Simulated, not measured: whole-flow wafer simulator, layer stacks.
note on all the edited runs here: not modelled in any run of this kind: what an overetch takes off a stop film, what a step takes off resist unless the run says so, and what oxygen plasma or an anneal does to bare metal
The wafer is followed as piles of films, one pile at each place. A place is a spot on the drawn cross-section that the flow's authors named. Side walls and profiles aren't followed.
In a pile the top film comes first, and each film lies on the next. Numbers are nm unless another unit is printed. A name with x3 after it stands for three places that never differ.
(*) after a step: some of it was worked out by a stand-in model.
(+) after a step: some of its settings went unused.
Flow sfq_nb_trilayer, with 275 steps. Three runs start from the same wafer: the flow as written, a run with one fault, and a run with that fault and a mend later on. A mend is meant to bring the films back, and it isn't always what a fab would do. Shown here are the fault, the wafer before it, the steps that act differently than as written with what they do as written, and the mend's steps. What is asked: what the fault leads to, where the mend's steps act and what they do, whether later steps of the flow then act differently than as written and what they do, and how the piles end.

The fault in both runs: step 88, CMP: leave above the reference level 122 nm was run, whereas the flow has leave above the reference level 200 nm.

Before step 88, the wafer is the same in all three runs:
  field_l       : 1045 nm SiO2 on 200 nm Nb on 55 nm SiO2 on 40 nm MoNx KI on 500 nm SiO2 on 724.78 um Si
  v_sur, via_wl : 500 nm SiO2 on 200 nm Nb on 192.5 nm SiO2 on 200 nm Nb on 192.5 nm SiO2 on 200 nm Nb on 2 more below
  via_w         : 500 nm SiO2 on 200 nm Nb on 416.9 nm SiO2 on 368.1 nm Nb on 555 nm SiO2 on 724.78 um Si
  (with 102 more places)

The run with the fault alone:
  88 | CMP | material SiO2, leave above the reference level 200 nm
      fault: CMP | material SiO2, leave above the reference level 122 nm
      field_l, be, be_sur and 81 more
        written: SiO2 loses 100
        fault: SiO2 loses 178
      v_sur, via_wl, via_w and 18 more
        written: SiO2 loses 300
        fault: SiO2 loses 378
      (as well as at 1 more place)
  Later steps of the flow acting differently than as written (not shown: 3 more steps that differ only slightly, by at most 2% or 0.5 nm, whichever is larger):
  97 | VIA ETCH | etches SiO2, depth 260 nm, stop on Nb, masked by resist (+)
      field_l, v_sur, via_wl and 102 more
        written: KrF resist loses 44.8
        fault: KrF resist loses 31.5
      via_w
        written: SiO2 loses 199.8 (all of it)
        fault: SiO2 loses 121.8 (all of it)
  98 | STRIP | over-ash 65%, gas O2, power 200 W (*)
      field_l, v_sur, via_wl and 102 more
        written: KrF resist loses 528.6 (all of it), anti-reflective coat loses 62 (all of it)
        fault: KrF resist loses 541.9 (all of it), anti-reflective coat loses 62 (all of it)
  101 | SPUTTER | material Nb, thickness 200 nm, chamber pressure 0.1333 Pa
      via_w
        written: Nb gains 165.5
        fault: Nb gains 182.8
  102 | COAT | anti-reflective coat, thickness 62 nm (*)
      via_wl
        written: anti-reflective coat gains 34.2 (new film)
        fault: anti-reflective coat gains 38.3 (new film)
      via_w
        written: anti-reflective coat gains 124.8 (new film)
        fault: anti-reflective coat gains 106.7 (new film)
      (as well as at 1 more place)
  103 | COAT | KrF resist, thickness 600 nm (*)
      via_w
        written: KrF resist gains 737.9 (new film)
        fault: KrF resist gains 673.6 (new film)
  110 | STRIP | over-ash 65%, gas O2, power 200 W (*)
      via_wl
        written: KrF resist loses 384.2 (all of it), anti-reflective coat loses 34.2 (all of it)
        fault: KrF resist loses 390 (all of it), anti-reflective coat loses 38.3 (all of it)
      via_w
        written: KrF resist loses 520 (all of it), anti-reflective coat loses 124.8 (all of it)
        fault: KrF resist loses 455.8 (all of it), anti-reflective coat loses 106.7 (all of it)
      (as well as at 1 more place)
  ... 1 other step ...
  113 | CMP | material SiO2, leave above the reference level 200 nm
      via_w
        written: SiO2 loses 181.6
        fault: SiO2 loses 161.8
  At field_l, v_sur, via_wl and 103 more, the piles at the end differ from the flow's by more than 2% or 0.5 nm, whichever is larger.
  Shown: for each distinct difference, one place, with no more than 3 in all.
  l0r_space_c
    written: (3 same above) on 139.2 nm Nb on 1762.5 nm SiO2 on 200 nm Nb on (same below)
    fault: (3 same above) on 139.2 nm Nb on 1684.5 nm SiO2 on 200 nm Nb on (same below)
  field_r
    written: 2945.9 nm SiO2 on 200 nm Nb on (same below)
    fault: 2867.9 nm SiO2 on 200 nm Nb on (same below)
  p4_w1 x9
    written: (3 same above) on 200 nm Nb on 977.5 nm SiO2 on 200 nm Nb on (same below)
    fault: (3 same above) on 200 nm Nb on 899.5 nm SiO2 on 200 nm Nb on (same below)

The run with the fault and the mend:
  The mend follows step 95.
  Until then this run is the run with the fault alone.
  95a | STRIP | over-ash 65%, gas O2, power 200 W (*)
      field_l, v_sur, via_wl and 102 more
        KrF resist loses 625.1 (all of it), anti-reflective coat loses 62 (all of it)
      via_w
        anti-reflective coat loses 62 (all of it)
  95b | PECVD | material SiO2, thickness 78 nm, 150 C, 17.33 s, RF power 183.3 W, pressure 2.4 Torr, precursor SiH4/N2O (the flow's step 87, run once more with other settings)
      field_l, v_sur, via_wl and 103 more
        SiO2 gains 78
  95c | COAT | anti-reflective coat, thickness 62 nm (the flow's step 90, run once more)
      field_l, v_sur, via_wl and 103 more
        anti-reflective coat gains 62 (new film)
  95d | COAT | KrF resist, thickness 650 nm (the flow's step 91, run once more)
      field_l, v_sur, via_wl and 103 more
        KrF resist gains 650 (new film)
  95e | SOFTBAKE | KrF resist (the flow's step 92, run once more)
      does not change any film at any place that is followed
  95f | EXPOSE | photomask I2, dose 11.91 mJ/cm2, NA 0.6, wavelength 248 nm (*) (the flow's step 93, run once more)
      does not change any film at any place that is followed
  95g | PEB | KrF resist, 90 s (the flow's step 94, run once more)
      field_l, v_sur, via_wl and 103 more
        KrF resist loses 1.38
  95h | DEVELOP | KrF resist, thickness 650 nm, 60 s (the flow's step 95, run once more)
      field_l, v_sur, via_wl and 102 more
        KrF resist loses 23.5
      via_w
        KrF resist loses 648.6 (all of it)
  None of the later steps of the flow acts differently than as written at any place that is followed.
  At every place that both follow, the piles at the end match the flow's.
